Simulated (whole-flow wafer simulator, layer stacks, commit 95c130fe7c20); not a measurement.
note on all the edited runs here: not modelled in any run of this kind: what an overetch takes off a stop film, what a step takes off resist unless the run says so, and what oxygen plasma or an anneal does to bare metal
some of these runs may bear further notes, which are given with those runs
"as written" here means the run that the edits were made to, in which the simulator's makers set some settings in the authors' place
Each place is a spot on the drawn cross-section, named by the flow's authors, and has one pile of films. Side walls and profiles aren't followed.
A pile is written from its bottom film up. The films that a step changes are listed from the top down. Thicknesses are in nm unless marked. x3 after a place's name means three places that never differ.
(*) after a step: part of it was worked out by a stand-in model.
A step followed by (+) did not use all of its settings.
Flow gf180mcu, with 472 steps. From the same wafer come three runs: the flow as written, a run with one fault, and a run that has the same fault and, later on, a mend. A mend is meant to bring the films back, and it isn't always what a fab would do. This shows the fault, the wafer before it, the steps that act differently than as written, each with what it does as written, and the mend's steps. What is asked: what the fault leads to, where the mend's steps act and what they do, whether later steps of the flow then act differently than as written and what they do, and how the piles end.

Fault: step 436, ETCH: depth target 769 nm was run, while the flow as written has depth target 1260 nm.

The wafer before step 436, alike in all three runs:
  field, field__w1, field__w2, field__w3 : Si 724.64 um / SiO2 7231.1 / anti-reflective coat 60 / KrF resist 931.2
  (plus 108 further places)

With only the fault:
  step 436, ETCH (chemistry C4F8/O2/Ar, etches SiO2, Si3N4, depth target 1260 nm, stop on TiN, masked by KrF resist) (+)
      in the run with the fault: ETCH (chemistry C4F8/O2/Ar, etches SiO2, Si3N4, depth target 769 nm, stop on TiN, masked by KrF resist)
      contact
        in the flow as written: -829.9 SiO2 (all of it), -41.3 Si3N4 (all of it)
        in the run with the fault: -769 SiO2
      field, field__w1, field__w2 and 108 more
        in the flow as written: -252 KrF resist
        in the run with the fault: -153.8 KrF resist
  Steps later in the flow that act otherwise than as written (3 more steps, not shown, differ only slightly: by at most 2% or 0.5 nm, whichever is larger):
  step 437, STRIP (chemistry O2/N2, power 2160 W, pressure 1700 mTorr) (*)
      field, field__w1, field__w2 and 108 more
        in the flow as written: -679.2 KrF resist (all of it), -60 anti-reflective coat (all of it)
        in the run with the fault: -777.4 KrF resist (all of it), -60 anti-reflective coat (all of it)
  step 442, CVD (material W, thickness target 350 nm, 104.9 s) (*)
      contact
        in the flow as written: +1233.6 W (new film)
        in the run with the fault: +1130.1 W (new film)
  By the end, the piles at contact depart from the flow's by more than 2% or 0.5 nm, whichever is larger.
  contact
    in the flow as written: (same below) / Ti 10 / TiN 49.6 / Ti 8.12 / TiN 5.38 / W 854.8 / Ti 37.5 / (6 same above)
    in the run with the fault: (same below) / Ti 10 / TiN 50 / Si3N4 41.3 / SiO2 60.9 / Ti 8.61 / TiN 5.71 / W 751.4 / Ti 37.5 / (6 same above)

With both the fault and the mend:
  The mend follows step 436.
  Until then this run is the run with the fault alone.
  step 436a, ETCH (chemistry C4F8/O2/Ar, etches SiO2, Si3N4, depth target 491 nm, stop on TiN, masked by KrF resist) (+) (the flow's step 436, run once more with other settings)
      field, field__w1, field__w2 and 108 more
        -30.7 KrF resist
      contact
        -60.9 SiO2 (all of it), -41.3 Si3N4 (all of it)
  Steps later in the flow that act otherwise than as written:
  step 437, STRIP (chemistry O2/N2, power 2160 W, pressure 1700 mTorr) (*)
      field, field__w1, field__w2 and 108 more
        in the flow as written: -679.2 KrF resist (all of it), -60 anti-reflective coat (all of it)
        in the run with the mend: -746.7 KrF resist (all of it), -60 anti-reflective coat (all of it)
  By the end, the piles equal the flow's at every place that both follow.
